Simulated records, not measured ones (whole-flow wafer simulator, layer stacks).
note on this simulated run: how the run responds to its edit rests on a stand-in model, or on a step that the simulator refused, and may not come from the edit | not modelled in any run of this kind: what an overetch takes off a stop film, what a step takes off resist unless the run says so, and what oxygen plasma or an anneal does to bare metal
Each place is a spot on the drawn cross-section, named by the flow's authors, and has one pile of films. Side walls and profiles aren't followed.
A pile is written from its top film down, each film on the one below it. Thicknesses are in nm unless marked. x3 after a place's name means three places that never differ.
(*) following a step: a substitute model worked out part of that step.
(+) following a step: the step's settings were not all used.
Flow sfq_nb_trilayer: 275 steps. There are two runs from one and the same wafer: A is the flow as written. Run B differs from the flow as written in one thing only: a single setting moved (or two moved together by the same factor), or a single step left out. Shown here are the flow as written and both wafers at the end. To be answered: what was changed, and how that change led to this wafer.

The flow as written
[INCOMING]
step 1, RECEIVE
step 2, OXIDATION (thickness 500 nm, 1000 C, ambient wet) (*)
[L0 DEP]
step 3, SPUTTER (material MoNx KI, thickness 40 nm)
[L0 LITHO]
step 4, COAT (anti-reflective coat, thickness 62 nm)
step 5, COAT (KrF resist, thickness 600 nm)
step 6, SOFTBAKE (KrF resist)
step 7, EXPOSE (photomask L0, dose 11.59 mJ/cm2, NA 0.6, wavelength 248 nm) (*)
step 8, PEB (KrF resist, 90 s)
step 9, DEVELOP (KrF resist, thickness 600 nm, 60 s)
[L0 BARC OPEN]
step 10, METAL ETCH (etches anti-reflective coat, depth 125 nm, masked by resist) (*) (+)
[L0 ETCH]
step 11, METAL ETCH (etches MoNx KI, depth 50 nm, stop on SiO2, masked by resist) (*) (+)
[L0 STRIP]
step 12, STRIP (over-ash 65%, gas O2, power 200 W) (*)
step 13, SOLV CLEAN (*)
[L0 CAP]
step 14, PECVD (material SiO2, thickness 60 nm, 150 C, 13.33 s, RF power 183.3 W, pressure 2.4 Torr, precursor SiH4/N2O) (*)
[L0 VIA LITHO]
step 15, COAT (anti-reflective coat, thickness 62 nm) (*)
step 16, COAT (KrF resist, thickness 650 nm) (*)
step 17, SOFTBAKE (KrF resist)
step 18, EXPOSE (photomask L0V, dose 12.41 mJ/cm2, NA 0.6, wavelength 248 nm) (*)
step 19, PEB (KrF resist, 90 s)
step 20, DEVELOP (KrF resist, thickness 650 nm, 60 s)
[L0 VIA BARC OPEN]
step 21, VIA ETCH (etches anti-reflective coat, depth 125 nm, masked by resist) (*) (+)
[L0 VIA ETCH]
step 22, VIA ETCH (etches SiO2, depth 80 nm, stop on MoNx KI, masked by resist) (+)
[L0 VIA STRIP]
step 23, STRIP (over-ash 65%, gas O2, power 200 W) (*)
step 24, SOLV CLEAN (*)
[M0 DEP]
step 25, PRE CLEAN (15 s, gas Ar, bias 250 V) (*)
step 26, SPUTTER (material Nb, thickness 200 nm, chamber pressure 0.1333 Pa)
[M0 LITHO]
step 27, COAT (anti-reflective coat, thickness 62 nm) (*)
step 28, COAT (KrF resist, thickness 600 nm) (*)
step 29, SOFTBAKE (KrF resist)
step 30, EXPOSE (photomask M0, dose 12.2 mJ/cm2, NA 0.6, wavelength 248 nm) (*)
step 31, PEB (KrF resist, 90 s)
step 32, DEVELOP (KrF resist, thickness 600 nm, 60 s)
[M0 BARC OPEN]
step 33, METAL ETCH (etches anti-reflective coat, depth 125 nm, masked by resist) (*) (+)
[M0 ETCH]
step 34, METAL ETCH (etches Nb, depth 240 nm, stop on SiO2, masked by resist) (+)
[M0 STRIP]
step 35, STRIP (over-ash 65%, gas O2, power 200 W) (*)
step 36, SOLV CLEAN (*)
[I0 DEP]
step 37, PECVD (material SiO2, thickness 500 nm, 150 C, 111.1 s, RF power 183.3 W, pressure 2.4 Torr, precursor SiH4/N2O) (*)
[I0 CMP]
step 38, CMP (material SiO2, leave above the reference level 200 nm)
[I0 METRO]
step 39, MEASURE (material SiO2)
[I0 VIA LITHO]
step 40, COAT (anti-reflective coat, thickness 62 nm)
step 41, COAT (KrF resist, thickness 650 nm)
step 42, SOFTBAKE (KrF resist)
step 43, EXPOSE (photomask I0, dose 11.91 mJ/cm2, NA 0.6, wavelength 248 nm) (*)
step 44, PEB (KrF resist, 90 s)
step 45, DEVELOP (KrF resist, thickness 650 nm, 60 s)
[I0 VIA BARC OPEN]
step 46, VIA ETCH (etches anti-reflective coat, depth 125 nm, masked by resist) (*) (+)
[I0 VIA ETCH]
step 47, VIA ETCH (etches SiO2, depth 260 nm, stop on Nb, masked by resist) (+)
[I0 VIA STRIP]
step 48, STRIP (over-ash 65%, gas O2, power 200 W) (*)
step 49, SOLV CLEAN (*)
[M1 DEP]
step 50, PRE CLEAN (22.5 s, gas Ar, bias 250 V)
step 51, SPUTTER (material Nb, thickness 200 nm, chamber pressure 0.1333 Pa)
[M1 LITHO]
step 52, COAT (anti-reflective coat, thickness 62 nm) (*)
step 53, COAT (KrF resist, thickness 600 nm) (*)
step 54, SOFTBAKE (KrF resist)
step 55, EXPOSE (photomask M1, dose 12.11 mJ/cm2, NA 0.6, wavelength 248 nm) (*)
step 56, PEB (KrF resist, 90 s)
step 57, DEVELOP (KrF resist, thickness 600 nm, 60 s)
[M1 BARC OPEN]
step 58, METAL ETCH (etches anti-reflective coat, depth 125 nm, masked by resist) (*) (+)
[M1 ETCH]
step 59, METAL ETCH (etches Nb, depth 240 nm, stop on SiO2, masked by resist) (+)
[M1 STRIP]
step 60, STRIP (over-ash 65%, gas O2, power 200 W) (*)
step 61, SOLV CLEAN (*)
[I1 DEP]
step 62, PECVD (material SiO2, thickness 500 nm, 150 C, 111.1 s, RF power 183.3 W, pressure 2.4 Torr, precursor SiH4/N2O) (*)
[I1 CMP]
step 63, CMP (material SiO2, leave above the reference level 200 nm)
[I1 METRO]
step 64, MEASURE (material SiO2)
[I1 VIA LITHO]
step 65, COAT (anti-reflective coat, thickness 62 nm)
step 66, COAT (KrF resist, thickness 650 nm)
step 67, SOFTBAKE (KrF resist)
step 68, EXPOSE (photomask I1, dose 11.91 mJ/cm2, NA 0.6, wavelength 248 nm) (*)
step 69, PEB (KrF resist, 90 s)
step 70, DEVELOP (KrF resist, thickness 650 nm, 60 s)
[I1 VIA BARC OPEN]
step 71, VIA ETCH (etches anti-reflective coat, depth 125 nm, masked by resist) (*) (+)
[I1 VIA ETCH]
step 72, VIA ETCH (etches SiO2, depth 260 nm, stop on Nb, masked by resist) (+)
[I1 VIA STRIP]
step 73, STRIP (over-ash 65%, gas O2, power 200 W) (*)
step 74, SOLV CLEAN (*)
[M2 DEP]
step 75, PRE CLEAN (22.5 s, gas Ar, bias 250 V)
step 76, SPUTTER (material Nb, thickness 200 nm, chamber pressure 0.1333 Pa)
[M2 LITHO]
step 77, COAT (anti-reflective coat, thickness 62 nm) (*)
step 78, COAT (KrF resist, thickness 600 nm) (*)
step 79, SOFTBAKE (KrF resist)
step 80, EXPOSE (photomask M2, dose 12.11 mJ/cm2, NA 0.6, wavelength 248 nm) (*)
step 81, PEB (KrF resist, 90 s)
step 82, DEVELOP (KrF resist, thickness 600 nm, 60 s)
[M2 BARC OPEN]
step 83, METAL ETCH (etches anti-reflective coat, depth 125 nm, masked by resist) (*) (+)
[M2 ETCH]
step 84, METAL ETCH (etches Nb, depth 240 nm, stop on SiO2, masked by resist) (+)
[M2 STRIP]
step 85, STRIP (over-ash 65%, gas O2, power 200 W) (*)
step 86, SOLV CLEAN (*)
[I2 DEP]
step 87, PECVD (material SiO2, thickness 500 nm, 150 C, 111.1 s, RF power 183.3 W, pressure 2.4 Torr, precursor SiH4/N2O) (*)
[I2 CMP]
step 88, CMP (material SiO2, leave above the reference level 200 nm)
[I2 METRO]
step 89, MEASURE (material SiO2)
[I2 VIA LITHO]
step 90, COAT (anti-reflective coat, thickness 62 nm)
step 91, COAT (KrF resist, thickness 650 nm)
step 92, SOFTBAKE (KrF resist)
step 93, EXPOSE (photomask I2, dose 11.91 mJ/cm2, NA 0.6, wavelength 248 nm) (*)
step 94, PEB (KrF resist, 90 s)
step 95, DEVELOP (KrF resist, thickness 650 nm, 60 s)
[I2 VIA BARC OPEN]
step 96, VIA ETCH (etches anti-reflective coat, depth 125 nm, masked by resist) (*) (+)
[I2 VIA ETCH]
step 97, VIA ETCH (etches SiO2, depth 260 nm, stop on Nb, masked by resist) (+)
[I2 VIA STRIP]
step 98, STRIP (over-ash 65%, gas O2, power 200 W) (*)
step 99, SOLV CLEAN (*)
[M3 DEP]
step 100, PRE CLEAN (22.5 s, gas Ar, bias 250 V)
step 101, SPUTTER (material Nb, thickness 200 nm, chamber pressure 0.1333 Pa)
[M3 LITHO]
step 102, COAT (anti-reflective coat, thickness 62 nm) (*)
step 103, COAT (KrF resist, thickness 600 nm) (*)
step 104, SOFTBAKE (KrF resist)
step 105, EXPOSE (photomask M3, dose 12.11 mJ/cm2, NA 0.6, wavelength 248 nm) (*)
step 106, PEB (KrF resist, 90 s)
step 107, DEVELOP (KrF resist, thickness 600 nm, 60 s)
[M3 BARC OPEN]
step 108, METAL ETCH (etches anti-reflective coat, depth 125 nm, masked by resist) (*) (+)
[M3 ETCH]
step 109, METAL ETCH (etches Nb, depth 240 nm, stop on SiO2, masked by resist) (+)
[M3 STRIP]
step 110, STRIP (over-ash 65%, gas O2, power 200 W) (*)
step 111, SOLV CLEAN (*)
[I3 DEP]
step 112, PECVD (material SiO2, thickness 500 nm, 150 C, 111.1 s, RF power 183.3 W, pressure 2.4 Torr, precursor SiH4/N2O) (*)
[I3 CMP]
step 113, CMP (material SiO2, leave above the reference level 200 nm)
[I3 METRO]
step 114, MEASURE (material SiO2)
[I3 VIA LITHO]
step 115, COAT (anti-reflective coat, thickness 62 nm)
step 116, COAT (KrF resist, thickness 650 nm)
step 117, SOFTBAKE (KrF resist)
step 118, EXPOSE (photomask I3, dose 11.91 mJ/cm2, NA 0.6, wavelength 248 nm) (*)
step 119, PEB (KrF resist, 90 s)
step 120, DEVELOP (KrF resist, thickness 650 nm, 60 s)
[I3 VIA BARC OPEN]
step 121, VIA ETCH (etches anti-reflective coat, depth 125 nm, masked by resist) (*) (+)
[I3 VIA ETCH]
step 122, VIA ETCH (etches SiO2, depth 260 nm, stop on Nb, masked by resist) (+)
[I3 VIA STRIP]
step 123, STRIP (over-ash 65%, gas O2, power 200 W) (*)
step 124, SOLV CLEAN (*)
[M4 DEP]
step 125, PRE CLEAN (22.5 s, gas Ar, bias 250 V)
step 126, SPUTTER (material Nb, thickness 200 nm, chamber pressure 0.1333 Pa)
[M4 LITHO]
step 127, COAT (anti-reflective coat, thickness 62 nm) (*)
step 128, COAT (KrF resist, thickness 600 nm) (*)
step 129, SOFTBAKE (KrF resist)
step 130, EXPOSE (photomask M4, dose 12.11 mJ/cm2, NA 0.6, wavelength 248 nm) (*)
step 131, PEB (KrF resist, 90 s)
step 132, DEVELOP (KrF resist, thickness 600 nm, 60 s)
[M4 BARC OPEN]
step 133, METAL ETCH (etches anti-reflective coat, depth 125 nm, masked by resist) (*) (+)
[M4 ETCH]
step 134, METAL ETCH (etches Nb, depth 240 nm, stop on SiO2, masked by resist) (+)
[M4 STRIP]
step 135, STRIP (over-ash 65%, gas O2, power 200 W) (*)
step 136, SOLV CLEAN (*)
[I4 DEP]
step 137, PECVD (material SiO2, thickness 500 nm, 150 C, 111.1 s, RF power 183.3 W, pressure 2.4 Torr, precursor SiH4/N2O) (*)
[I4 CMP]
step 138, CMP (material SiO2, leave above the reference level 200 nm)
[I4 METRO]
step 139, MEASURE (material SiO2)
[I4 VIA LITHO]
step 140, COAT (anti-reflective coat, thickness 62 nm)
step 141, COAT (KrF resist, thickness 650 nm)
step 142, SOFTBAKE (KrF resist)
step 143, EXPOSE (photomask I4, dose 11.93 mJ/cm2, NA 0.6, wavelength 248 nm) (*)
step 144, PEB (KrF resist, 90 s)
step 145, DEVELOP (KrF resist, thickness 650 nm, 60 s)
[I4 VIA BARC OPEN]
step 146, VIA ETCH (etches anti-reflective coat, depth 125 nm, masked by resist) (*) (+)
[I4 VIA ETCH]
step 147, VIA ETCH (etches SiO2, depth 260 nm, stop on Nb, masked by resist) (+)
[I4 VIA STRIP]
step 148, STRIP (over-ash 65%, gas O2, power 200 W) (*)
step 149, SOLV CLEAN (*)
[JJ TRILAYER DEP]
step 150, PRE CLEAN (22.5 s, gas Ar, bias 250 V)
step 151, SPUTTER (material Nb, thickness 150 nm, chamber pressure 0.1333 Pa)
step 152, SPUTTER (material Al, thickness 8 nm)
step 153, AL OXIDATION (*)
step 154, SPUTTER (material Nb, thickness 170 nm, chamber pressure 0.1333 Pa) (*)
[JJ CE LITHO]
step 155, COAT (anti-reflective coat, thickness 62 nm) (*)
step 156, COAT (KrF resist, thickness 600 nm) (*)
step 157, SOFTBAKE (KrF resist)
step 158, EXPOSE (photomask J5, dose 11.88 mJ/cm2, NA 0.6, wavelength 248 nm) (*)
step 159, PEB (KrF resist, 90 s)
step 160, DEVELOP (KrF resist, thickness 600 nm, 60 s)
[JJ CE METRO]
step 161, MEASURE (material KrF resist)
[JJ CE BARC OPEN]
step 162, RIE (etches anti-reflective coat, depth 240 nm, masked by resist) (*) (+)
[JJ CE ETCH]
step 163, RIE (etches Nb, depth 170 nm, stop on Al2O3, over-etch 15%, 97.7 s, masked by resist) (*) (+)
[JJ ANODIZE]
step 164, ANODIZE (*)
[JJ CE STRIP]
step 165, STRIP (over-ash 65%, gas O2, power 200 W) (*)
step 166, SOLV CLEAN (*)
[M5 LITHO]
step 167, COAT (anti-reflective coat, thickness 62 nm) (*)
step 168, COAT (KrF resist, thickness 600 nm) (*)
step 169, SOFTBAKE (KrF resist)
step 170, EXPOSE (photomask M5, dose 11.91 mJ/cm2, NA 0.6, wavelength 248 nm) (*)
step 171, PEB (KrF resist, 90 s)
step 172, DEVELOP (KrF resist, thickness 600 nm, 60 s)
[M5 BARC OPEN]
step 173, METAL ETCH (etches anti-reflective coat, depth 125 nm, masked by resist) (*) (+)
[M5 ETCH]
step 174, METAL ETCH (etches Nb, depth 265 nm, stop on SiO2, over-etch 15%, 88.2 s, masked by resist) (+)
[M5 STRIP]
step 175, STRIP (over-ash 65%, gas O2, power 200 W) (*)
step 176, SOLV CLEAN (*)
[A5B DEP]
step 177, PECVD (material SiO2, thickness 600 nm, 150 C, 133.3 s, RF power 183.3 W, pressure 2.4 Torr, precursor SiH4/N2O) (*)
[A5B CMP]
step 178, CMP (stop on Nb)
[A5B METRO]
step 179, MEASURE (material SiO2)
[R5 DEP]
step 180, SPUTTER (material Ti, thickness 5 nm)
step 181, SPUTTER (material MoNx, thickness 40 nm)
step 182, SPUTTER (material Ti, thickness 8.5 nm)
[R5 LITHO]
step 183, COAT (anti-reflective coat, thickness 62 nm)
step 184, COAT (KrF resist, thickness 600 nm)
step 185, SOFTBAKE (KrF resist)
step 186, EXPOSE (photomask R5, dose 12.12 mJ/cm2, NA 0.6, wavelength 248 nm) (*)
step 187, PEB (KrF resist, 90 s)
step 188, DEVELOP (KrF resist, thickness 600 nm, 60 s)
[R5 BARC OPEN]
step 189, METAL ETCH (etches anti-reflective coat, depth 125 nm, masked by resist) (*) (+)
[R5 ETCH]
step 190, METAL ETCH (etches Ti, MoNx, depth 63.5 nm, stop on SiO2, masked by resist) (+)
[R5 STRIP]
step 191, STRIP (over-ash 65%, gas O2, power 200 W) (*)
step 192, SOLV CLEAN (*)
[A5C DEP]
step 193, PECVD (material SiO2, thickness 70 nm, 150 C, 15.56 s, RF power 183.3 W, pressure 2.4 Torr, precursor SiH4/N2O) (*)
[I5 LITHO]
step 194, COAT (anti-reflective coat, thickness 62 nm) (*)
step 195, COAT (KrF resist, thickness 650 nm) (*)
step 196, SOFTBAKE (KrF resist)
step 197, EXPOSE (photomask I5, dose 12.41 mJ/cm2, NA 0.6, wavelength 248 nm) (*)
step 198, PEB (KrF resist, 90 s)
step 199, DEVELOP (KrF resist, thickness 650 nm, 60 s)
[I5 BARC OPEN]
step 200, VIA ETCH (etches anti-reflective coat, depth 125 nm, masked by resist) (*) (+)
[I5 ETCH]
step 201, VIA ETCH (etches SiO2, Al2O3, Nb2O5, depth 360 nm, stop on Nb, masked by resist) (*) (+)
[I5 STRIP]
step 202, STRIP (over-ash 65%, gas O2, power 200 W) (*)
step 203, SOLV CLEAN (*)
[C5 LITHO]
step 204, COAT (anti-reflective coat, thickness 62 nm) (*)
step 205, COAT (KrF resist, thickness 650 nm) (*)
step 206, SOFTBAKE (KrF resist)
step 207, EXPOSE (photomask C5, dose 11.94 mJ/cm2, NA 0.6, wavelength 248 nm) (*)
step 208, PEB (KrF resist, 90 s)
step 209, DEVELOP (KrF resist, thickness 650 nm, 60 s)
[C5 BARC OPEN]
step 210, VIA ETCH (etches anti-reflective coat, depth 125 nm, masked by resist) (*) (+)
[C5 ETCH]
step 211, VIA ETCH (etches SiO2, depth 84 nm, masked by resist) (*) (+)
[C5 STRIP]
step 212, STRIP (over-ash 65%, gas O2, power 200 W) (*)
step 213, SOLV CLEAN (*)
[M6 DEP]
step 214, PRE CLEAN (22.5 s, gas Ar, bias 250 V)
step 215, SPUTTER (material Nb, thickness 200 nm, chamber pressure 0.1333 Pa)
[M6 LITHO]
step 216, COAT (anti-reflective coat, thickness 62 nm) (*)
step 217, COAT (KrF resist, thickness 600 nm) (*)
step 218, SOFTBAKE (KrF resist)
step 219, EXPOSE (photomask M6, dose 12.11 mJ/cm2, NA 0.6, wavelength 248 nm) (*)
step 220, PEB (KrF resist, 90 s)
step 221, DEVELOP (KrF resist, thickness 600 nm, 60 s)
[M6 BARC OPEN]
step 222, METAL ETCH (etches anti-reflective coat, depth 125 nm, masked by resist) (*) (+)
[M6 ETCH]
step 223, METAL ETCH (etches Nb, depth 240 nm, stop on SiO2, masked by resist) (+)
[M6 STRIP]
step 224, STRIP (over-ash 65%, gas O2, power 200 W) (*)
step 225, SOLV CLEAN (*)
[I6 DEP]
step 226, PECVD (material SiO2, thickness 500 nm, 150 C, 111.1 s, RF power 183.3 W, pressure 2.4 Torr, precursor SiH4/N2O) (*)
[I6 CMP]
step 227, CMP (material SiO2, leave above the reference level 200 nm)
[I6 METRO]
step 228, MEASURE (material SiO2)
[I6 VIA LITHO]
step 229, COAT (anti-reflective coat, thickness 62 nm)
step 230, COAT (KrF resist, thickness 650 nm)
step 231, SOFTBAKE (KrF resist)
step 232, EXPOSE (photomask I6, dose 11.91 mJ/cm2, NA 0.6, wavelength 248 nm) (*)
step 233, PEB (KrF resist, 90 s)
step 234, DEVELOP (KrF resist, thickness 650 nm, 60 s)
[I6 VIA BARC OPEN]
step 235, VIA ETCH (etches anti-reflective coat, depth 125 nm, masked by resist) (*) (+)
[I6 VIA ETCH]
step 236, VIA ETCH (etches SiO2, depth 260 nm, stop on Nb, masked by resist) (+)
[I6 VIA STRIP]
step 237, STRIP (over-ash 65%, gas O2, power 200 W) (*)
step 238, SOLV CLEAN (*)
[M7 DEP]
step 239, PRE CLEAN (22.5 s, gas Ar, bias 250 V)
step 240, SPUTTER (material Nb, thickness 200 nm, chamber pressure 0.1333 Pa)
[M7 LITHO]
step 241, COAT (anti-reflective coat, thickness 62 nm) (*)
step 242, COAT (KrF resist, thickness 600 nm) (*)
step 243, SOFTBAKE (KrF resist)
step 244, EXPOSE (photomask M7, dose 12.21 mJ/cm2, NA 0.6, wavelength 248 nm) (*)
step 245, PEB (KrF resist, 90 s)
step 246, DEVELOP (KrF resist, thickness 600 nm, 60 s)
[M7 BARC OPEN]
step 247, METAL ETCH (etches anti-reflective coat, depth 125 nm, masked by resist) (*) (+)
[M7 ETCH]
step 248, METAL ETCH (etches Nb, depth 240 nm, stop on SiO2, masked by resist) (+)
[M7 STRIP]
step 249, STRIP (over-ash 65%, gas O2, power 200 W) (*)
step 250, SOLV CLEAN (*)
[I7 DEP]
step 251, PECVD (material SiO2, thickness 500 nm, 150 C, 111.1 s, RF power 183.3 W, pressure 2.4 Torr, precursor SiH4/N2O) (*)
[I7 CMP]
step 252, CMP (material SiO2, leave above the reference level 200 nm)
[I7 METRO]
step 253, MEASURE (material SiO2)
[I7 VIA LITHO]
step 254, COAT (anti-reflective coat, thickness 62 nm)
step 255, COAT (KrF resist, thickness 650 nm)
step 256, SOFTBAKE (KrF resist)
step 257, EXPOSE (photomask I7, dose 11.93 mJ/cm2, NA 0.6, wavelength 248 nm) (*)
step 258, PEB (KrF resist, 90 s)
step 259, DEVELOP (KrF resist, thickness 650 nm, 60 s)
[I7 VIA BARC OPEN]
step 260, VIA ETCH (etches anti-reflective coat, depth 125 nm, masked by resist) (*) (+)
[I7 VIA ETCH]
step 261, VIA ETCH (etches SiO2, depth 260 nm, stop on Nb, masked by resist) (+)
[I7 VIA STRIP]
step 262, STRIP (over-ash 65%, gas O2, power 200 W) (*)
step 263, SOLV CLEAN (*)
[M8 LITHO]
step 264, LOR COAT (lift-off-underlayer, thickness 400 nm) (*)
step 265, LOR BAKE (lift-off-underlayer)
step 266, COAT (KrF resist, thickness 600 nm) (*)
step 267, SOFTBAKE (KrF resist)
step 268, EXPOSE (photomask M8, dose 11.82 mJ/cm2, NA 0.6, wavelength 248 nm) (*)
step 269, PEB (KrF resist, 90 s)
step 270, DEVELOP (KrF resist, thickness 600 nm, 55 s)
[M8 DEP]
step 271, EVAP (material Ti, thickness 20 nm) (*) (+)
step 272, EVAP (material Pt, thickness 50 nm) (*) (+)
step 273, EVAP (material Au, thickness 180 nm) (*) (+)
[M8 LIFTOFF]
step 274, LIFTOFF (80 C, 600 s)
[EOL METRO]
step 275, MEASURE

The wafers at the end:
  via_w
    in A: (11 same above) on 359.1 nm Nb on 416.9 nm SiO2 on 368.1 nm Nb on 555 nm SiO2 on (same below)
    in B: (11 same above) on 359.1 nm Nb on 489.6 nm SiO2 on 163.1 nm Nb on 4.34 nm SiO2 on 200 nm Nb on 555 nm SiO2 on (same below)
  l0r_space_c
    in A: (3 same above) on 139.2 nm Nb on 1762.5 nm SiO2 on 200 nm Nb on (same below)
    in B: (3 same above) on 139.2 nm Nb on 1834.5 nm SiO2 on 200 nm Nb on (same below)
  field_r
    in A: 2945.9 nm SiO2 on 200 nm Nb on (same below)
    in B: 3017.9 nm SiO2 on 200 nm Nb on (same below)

The reason: step 38, CMP: leave above the reference level 272 nm was run, while the flow as written has leave above the reference level 200 nm.

Step by step, how the change led to this:
  step 38, CMP (material SiO2, leave above the reference level 200 nm)
      v_sur, via_wl, via_w and 94 more: A SiO2 loses 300 | B SiO2 loses 228
      field_l, l0_sur, l0r_line_l, l0r_line_c, l0r_line_r: A SiO2 loses 340 | B SiO2 loses 268
      (as well as at 4 more places)
  step 47, VIA ETCH (etches SiO2, depth 260 nm, stop on Nb, masked by resist) (+)
      via_w: A SiO2 loses 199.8 (all of it) | B SiO2 loses 260
  step 50, PRE CLEAN (22.5 s, gas Ar, bias 250 V)
      via_w: A Nb loses 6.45 | B SiO2 loses 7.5
  step 51, SPUTTER (material Nb, thickness 200 nm, chamber pressure 0.1333 Pa)
      via_w: A Nb gains 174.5 | B Nb gains 163.1 (new film)
  step 52, COAT (anti-reflective coat, thickness 62 nm) (*)
      via_w: A anti-reflective coat gains 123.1 (new film) | B anti-reflective coat gains 136.1 (new film)
      via_wr: A anti-reflective coat gains 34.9 (new film) | B anti-reflective coat gains 33.2 (new film)
  step 53, COAT (KrF resist, thickness 600 nm) (*)
      via_w: A KrF resist gains 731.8 (new film) | B KrF resist gains 781.6 (new film)
  step 60, STRIP (over-ash 65%, gas O2, power 200 W) (*)
      via_w: A KrF resist loses 513.8 (all of it), anti-reflective coat loses 123.1 (all of it) | B KrF resist loses 563.6 (all of it), anti-reflective coat loses 136.1 (all of it)
      via_wr: A KrF resist loses 384.4 (all of it), anti-reflective coat loses 34.9 (all of it) | B KrF resist loses 378.6 (all of it), anti-reflective coat loses 33.2 (all of it)
  step 62, PECVD (material SiO2, thickness 500 nm, 150 C, 111.1 s, RF power 183.3 W, pressure 2.4 Torr, precursor SiH4/N2O) (*)
      via_w: A SiO2 gains 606 (new film) | B SiO2 gains 678.7 (new film)
If metal films that touch count as one body, via_w has 6 bodies (between them, from the top down: SiO2 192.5; SiO2 427.3 / Al2O3 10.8 / Nb2O5 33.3; SiO2 425.9; SiO2 489.6; SiO2 4.34); the flow as written gives 5 bodies (between them, from the top down: SiO2 192.5; SiO2 427.3 / Al2O3 10.8 / Nb2O5 33.3; SiO2 425.9; SiO2 416.9).
